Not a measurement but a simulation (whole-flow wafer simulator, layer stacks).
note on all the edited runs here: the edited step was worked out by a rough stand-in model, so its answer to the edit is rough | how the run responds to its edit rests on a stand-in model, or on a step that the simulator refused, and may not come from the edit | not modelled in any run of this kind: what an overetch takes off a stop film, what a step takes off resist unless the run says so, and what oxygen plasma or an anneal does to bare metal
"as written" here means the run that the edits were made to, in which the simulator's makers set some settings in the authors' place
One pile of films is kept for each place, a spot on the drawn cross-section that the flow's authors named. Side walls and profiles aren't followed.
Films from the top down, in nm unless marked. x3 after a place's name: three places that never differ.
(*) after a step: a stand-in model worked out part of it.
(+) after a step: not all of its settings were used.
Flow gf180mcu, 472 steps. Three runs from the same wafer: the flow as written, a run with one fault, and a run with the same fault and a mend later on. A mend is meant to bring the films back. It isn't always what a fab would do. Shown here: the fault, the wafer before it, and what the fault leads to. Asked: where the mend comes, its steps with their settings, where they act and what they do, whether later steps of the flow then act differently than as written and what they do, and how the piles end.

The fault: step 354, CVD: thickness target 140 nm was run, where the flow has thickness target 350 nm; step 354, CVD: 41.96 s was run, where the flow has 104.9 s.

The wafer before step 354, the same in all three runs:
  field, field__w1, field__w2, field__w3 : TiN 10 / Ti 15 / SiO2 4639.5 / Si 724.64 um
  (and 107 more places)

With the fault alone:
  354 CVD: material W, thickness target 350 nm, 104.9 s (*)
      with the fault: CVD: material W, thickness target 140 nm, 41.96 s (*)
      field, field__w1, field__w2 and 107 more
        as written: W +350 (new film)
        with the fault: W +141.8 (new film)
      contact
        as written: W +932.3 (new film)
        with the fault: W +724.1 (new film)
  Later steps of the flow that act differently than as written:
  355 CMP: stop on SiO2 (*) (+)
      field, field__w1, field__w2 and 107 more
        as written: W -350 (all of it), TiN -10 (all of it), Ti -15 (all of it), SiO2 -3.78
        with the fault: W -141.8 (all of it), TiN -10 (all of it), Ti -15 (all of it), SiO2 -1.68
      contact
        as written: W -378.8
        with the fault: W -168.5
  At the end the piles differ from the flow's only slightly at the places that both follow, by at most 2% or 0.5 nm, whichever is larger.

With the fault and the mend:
  The mend comes after step 354.
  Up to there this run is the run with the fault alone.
  354a CVD: material W, thickness target 210 nm, 62.94 s (the flow's step 354 once more, with other settings)
      field, field__w1, field__w2 and 108 more
        W +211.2
  No later step of the flow acts differently than as written, at any place that is followed, by more than 2% or 0.5 nm, whichever is larger.
  At the end the piles differ from the flow's only slightly at the places that both follow, by at most 2% or 0.5 nm, whichever is larger.
